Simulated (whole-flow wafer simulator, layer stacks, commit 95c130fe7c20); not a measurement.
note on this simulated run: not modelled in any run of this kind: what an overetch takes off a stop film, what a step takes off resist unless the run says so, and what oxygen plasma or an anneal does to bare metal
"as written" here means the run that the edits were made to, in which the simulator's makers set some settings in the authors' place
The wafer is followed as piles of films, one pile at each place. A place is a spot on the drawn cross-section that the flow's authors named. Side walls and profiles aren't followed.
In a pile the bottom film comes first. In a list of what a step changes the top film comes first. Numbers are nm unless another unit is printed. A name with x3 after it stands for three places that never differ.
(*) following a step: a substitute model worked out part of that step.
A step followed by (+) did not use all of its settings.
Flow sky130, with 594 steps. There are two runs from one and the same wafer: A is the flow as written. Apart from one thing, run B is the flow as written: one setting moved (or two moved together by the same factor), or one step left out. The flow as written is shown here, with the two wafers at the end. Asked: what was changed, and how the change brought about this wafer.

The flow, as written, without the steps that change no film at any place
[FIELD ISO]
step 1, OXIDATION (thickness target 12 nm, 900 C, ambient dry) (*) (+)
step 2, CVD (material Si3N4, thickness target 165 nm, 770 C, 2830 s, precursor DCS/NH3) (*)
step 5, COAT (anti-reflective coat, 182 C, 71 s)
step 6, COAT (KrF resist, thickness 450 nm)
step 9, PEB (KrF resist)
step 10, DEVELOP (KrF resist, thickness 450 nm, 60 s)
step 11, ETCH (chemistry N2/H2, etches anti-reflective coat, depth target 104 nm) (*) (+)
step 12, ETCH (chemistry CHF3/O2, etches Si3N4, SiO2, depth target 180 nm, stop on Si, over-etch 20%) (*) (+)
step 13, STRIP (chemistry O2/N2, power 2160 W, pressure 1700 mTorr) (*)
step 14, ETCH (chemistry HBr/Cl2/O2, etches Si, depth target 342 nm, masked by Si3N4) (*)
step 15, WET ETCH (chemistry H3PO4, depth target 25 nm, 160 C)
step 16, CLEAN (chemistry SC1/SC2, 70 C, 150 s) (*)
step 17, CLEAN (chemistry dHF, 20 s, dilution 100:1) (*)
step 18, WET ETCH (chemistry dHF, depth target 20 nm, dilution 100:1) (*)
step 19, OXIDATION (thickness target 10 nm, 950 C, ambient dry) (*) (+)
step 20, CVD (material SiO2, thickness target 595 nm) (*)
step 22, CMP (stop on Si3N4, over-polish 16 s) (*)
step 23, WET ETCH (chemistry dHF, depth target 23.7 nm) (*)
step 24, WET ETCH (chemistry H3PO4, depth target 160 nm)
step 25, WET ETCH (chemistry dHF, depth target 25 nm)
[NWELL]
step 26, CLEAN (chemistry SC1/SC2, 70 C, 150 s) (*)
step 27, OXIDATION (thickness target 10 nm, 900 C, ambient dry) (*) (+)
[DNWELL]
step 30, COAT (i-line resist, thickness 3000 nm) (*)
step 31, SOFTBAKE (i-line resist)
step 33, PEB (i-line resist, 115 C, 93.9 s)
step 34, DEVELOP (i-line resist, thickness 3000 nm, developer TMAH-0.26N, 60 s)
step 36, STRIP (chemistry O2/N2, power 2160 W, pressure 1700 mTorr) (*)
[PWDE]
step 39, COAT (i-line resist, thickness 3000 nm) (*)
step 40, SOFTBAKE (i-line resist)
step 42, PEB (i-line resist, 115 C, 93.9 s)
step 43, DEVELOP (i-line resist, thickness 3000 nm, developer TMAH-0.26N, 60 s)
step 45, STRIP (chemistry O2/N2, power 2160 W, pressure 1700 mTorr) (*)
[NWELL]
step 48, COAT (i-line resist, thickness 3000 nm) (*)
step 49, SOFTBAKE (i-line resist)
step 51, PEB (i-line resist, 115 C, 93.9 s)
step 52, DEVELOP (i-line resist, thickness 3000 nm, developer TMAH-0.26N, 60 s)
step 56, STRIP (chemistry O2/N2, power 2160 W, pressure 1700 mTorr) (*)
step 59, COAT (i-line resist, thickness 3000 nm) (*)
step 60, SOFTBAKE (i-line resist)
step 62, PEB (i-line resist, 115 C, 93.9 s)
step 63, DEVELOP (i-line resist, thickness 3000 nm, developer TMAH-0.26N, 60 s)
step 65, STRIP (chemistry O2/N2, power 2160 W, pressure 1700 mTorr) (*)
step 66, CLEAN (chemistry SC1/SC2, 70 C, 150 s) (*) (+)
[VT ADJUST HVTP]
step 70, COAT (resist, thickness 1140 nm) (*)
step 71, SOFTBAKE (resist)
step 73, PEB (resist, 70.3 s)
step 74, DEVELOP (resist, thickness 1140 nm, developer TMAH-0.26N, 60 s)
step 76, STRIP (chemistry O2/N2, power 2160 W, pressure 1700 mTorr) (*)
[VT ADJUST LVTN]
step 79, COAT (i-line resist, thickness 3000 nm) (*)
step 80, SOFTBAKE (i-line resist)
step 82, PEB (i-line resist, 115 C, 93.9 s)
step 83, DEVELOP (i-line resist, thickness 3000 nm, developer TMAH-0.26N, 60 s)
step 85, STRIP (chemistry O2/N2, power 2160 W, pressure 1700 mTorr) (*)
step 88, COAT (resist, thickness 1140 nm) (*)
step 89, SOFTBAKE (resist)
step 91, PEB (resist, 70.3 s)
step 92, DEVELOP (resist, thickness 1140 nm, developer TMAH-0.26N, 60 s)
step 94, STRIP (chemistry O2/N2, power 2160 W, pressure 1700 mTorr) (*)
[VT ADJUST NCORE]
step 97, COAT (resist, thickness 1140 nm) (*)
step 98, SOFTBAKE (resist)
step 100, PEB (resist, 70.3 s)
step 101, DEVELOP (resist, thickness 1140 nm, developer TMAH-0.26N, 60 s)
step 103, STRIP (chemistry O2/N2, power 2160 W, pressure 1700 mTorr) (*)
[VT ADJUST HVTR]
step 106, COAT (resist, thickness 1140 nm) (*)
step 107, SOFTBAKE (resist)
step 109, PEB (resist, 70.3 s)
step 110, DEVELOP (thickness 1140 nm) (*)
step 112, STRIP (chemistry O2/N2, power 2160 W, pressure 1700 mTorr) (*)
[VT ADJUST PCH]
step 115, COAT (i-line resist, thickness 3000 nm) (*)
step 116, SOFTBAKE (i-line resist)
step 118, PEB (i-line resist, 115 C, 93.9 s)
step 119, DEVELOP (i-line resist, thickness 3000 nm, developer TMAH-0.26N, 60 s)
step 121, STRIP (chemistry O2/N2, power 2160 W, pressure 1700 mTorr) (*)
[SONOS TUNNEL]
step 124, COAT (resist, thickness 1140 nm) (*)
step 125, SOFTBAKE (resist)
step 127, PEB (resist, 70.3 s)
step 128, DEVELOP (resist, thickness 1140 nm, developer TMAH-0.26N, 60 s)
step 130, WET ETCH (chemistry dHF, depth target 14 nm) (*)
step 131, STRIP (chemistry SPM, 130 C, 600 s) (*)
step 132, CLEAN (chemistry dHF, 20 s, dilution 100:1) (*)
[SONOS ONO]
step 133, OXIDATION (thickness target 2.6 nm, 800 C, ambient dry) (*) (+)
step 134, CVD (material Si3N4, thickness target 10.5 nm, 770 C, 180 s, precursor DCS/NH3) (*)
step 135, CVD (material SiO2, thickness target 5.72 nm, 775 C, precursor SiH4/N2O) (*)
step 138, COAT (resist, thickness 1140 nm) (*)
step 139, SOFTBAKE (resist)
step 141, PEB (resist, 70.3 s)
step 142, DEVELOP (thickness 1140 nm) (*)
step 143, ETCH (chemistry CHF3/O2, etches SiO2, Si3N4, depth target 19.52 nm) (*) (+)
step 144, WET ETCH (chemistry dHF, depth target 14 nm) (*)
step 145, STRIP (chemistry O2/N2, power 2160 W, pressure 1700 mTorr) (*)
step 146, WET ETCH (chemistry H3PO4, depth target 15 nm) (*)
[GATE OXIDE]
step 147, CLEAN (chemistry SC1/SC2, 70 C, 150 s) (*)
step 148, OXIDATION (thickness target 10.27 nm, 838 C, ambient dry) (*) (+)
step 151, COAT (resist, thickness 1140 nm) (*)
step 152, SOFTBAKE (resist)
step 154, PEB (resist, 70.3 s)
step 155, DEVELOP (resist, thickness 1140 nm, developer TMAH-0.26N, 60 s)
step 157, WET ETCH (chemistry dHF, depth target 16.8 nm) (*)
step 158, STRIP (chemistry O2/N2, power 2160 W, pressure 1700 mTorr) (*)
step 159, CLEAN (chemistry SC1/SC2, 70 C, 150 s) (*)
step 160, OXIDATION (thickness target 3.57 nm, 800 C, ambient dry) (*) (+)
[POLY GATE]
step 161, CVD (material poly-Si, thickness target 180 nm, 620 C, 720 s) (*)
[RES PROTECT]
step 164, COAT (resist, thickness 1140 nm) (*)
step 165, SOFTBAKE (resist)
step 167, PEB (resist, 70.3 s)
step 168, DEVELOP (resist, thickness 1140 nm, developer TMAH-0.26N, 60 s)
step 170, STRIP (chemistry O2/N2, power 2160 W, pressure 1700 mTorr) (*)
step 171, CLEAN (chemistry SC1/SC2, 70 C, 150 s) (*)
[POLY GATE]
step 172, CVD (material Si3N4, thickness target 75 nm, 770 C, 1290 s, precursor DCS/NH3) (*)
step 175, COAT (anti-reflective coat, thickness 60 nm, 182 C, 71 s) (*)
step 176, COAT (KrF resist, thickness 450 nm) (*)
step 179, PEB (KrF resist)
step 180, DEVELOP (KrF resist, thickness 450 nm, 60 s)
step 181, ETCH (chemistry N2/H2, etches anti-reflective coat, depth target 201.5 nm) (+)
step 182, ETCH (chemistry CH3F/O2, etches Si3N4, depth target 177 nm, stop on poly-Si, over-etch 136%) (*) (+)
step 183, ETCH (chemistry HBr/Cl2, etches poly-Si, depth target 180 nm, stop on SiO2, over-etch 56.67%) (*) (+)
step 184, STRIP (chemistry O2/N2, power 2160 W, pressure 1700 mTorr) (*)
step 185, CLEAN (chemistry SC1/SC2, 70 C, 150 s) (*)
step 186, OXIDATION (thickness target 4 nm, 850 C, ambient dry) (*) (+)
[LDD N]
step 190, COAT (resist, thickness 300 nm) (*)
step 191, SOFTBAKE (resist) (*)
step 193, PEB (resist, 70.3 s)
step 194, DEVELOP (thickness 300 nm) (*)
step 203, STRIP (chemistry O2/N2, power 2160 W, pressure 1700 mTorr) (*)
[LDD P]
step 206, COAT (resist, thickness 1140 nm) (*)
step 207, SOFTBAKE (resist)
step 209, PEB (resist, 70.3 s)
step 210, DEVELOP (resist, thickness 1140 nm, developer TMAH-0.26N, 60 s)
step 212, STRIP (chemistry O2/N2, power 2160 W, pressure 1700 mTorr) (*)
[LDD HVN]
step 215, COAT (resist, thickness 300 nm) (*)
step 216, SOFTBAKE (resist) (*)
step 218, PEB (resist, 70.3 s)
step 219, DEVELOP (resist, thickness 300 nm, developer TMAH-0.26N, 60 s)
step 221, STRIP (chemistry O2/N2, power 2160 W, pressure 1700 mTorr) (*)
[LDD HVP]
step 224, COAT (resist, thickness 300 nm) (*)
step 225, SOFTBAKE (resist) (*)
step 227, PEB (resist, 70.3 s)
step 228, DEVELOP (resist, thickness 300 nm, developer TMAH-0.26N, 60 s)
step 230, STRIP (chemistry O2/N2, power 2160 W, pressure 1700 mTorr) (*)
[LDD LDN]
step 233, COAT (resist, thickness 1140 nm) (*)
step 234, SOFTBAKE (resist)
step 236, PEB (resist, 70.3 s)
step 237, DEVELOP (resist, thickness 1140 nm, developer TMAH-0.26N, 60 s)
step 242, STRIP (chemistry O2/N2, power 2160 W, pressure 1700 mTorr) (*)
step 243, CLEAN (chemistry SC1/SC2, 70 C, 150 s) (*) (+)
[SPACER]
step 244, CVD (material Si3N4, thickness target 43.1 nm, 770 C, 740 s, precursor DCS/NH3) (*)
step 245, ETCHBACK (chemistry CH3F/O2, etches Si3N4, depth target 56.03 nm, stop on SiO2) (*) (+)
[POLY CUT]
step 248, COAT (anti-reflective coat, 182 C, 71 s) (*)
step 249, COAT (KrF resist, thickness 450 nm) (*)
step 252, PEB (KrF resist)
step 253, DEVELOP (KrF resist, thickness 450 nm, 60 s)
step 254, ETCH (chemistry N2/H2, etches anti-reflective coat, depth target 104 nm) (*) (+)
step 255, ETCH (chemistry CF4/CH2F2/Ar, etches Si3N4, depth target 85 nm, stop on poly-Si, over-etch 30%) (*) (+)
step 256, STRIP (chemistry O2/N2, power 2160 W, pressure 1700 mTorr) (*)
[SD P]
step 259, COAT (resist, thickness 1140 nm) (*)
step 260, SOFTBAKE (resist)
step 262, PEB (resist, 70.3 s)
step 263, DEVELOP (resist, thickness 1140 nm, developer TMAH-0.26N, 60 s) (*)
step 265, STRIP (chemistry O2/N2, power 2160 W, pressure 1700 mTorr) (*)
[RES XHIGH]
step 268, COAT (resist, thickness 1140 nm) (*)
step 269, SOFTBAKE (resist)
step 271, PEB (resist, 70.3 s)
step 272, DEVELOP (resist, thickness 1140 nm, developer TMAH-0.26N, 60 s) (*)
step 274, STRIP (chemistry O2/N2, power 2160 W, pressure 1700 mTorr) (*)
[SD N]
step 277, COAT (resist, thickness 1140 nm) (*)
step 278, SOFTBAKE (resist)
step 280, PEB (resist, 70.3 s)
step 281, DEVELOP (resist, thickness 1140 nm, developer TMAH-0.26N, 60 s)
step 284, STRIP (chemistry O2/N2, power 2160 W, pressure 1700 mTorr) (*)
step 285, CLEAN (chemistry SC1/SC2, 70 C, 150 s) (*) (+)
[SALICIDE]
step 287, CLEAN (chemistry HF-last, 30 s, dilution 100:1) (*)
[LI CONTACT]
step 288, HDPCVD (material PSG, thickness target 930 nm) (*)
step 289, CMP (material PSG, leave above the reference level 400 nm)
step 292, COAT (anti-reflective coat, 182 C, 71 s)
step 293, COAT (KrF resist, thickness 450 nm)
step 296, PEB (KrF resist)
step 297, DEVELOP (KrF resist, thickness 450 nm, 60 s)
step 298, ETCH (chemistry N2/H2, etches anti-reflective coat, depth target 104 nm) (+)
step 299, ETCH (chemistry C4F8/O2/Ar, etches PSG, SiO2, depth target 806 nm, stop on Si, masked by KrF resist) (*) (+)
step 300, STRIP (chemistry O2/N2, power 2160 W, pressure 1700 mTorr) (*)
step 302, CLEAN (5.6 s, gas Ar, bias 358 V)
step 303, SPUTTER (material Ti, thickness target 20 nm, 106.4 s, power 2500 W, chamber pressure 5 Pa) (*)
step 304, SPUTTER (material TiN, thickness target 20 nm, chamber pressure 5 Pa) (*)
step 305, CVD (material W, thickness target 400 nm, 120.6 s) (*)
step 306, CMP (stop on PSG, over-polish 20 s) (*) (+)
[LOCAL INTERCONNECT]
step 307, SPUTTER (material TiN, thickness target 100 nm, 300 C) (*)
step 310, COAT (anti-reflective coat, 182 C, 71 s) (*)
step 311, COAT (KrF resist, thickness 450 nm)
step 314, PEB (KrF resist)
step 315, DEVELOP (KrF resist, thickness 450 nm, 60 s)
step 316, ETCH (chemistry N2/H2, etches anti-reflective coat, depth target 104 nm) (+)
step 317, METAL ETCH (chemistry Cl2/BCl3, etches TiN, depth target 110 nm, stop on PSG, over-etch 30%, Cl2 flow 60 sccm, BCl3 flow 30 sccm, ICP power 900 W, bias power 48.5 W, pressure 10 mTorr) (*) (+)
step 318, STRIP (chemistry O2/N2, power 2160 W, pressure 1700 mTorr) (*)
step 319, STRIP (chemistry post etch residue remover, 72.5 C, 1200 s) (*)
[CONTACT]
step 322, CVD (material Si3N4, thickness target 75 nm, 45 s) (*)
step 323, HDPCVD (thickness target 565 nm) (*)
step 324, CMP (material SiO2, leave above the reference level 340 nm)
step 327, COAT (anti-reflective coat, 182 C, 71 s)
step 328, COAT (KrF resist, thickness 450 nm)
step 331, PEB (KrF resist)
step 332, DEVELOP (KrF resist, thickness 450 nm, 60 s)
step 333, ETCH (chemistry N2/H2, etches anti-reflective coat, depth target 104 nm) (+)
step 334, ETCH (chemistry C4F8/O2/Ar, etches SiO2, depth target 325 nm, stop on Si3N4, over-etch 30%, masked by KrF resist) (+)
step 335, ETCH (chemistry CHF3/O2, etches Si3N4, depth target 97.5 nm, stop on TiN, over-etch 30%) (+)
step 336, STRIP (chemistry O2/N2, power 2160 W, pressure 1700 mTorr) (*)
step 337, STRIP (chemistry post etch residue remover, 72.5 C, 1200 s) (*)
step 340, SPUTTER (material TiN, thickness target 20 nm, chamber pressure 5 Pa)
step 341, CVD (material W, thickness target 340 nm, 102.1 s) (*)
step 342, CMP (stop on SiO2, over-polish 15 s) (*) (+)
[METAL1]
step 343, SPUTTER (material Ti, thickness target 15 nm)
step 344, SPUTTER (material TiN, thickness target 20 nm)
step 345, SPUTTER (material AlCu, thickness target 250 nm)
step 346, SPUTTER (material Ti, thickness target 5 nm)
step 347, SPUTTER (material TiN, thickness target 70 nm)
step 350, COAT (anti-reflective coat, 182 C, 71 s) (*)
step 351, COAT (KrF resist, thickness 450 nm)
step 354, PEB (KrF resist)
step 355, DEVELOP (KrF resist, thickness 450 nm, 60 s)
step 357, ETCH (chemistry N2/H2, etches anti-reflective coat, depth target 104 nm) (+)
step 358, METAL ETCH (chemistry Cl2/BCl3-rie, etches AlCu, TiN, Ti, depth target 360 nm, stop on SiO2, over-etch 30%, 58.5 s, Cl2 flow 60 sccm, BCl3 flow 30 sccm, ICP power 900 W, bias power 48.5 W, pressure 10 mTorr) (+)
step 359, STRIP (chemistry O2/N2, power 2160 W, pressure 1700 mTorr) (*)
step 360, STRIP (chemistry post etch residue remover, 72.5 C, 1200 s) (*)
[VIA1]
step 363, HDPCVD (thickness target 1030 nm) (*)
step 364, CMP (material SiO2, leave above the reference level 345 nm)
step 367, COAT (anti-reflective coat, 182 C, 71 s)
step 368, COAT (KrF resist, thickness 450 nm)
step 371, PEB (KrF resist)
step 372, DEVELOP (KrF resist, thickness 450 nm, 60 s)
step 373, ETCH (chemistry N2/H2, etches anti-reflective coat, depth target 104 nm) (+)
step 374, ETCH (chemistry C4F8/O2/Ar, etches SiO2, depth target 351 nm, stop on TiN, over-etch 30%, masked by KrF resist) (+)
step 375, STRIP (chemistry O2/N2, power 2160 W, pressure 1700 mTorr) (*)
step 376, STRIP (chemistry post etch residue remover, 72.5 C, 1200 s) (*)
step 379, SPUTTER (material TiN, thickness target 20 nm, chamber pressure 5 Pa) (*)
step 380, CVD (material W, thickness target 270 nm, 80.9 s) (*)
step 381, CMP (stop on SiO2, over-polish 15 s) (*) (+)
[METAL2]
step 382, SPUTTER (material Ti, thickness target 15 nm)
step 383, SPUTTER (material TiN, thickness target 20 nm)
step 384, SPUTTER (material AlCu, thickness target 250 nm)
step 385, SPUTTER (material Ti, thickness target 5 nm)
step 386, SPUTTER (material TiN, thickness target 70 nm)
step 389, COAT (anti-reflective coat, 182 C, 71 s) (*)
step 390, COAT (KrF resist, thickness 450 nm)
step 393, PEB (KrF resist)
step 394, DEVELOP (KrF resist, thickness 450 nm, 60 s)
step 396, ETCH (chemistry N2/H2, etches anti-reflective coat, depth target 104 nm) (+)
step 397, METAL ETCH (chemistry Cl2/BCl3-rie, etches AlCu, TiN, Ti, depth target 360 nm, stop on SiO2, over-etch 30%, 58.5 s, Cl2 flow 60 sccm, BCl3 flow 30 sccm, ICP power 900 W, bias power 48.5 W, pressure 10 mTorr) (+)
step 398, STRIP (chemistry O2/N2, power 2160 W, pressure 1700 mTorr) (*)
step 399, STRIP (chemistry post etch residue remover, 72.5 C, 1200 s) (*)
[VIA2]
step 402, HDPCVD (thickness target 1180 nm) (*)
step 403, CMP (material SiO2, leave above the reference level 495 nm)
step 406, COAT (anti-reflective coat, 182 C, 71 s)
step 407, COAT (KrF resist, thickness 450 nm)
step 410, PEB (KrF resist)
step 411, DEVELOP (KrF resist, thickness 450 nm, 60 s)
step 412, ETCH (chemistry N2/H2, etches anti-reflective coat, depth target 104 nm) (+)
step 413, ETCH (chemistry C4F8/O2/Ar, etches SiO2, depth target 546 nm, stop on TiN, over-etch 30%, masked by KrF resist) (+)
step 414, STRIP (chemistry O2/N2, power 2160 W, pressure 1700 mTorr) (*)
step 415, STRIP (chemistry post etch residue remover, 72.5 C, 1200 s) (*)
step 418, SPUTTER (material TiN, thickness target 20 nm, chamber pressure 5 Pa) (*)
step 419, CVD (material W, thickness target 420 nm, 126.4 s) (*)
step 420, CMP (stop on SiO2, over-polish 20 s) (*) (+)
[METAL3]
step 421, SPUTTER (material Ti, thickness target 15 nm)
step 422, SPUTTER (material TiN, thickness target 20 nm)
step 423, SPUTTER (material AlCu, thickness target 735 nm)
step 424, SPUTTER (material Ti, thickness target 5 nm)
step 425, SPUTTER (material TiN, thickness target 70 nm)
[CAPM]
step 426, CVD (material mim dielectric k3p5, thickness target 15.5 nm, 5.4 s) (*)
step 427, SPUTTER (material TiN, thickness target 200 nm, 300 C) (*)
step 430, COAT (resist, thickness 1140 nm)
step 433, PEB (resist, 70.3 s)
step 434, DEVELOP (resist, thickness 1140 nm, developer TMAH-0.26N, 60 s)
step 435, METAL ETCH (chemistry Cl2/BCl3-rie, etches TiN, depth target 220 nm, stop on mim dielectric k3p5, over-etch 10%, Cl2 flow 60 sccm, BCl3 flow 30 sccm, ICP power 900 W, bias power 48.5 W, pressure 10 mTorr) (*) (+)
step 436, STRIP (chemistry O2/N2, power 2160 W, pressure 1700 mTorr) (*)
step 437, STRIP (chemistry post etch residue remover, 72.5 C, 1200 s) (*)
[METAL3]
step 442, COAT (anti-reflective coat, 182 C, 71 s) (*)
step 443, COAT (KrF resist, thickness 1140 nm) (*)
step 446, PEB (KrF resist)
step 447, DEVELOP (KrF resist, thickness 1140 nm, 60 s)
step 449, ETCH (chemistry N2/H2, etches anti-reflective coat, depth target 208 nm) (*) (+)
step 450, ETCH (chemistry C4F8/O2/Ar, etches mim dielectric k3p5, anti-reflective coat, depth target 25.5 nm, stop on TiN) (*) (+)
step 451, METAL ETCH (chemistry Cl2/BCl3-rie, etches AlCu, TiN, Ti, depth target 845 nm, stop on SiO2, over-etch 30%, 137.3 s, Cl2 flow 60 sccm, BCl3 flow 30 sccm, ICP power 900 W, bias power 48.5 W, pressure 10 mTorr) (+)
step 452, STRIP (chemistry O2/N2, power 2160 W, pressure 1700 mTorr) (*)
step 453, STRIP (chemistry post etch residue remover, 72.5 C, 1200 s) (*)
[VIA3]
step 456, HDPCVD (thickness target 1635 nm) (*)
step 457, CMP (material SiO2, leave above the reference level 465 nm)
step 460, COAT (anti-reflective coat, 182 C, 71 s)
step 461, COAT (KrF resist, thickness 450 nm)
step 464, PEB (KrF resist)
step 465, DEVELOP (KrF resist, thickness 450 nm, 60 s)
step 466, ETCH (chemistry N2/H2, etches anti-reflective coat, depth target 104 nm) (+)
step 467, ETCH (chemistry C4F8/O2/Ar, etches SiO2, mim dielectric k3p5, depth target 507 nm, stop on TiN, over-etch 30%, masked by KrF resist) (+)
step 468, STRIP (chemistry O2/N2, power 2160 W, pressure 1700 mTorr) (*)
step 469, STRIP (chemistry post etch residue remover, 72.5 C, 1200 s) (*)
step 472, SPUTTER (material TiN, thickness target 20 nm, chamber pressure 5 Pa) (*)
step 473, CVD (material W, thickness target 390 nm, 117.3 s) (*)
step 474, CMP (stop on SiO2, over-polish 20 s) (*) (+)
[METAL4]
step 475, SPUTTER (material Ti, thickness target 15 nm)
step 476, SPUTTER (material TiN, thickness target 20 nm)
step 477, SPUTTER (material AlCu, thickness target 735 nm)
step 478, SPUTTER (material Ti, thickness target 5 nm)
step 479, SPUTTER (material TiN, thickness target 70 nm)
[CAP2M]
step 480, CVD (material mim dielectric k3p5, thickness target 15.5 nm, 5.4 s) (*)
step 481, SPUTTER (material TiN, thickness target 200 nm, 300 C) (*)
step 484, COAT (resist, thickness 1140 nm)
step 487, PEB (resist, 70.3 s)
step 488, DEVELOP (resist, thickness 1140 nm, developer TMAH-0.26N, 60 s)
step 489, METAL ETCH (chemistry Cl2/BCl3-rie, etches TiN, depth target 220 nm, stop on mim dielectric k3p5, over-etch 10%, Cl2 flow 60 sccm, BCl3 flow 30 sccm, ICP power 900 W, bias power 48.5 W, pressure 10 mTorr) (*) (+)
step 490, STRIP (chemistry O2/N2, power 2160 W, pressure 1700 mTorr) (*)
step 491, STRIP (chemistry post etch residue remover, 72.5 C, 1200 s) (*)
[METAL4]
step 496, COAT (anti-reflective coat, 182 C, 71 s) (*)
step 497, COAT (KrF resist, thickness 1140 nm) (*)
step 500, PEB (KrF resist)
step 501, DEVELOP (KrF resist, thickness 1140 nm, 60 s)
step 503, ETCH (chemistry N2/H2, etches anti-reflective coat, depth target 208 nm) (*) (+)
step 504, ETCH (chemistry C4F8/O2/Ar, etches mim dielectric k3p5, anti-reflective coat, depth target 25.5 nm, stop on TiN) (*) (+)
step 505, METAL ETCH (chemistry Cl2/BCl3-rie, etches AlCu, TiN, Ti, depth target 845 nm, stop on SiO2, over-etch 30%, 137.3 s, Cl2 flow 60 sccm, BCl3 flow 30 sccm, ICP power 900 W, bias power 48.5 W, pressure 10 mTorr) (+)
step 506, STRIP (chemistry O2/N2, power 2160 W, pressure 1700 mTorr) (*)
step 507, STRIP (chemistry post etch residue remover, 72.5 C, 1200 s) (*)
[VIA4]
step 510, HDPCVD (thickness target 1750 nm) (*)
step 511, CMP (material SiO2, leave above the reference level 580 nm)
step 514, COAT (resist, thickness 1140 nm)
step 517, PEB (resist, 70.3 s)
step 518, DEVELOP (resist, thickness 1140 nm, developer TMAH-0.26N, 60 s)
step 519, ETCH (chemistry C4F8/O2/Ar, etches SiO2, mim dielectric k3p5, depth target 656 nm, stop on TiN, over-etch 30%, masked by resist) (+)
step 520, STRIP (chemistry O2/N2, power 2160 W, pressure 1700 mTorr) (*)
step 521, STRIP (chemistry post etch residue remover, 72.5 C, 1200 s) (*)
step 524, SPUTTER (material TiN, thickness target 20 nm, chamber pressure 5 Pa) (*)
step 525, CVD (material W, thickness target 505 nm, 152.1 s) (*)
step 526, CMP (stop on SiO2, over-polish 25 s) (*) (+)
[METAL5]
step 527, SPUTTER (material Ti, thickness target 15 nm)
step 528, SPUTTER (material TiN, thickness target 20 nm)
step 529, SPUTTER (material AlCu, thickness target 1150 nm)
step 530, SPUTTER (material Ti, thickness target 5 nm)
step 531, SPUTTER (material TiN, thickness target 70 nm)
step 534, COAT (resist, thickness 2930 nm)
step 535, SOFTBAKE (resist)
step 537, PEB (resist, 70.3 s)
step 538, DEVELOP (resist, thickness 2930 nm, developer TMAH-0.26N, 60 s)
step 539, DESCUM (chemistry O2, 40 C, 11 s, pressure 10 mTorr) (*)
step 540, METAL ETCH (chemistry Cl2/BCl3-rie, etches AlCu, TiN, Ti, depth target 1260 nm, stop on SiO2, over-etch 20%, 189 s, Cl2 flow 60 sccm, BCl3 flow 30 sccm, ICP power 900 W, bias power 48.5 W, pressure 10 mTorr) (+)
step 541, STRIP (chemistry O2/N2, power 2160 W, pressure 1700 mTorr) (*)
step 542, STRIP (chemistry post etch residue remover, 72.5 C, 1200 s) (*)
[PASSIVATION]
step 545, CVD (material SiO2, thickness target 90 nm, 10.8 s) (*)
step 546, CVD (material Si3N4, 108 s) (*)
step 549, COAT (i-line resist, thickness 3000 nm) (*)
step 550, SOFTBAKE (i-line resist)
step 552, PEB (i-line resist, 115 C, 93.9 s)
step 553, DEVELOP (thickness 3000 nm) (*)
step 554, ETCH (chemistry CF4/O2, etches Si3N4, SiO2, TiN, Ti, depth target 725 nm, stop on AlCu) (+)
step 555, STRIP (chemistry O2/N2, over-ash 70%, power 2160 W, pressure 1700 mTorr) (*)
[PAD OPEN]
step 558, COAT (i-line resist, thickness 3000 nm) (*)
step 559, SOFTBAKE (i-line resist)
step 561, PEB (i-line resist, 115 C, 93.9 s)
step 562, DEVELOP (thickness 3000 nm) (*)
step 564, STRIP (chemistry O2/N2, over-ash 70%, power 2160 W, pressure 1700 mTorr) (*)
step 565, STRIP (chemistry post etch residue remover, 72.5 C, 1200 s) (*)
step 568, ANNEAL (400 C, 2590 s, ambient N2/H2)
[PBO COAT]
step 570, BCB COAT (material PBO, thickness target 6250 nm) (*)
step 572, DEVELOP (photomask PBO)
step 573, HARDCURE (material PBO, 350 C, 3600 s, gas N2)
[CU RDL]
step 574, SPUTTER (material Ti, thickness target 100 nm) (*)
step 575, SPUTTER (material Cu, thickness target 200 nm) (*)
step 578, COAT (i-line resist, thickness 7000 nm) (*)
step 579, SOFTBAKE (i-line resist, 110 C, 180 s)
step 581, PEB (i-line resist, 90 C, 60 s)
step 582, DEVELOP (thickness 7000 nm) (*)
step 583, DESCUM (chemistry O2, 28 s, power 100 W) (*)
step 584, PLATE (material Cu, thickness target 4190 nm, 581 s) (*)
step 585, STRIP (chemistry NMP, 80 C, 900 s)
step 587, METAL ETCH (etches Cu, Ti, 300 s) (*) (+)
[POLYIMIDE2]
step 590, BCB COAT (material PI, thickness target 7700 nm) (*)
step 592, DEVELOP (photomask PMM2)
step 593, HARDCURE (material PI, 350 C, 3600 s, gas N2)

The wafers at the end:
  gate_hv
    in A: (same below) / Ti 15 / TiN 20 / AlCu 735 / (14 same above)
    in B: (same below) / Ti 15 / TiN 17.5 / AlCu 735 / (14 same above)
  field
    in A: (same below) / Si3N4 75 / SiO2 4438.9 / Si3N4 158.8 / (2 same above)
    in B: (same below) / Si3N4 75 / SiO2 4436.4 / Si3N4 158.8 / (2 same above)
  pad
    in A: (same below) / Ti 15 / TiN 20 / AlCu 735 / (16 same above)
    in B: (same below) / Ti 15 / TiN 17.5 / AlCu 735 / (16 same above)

What caused this: step 422, SPUTTER: thickness target 17.5 nm was run, while the flow as written has thickness target 20 nm.
The wafer itself shows it: gate_hv has TiN 17.5, and step 422 as written asks for 20 nm.

How this came from the change, step by step:
  step 422, SPUTTER (material TiN, thickness target 20 nm)
      field, active, n_well and 188 more: A +20 TiN (new film) | B +17.5 TiN (new film)
  step 451, METAL ETCH (chemistry Cl2/BCl3-rie, etches AlCu, TiN, Ti, depth target 845 nm, stop on SiO2, over-etch 30%, 137.3 s, Cl2 flow 60 sccm, BCl3 flow 30 sccm, ICP power 900 W, bias power 48.5 W, pressure 10 mTorr) (+)
      field, gate, spacer and 68 more: A -70 TiN (all of it), -5 Ti (all of it), -735 AlCu (all of it), -20 TiN (all of it), -15 Ti (all of it), -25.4 SiO2 | B -70 TiN (all of it), -5 Ti (all of it), -735 AlCu (all of it), -17.5 TiN (all of it), -15 Ti (all of it), -25.6 SiO2
      active, vpp_ln, vpp_iso2 and 11 more: A -70 TiN (all of it), -5 Ti (all of it), -735 AlCu (all of it), -20 TiN (all of it), -15 Ti (all of it), -25.3 SiO2 | B -70 TiN (all of it), -5 Ti (all of it), -735 AlCu (all of it), -17.5 TiN (all of it), -15 Ti (all of it), -25.6 SiO2
